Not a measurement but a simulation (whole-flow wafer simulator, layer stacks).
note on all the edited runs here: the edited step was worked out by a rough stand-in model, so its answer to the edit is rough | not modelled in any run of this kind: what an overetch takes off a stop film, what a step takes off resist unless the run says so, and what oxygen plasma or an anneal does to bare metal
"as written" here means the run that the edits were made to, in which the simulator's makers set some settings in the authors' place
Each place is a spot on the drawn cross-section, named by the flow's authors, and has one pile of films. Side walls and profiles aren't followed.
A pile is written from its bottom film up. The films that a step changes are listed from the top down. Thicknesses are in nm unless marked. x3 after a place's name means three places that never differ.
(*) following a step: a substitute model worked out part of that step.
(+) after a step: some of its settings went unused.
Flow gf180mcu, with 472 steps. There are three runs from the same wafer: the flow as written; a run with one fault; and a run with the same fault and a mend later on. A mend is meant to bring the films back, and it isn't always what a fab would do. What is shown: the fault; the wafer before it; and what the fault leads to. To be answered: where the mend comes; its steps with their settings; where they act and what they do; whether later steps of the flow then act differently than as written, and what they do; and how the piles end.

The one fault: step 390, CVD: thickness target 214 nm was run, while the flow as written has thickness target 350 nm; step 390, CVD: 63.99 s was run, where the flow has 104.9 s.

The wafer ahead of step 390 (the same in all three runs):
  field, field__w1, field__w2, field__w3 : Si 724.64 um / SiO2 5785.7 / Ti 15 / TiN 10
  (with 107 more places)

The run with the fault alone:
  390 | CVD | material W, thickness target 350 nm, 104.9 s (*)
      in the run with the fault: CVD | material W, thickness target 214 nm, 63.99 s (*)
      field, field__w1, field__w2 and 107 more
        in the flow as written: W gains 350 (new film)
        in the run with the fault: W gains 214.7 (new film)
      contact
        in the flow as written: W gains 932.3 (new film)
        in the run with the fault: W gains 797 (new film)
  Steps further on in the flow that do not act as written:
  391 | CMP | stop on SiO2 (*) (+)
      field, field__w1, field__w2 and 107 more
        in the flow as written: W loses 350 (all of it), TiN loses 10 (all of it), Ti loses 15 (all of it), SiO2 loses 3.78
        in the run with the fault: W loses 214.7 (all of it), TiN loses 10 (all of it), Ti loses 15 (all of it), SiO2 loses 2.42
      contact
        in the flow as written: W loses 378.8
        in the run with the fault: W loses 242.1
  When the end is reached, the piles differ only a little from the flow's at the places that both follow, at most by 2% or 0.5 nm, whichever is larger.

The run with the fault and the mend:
  After step 390 comes the mend.
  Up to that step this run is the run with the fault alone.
  390a | CVD | material W, thickness target 136 nm, 40.76 s (the flow's step 390 again, with other settings)
      field, field__w1, field__w2 and 108 more
        W gains 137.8
  Every later step of the flow that is run acts as written, at every place that is followed, to within 2% or 0.5 nm, whichever is larger.
  When the end is reached, the piles differ only a little from the flow's at the places that both follow, at most by 2% or 0.5 nm, whichever is larger.
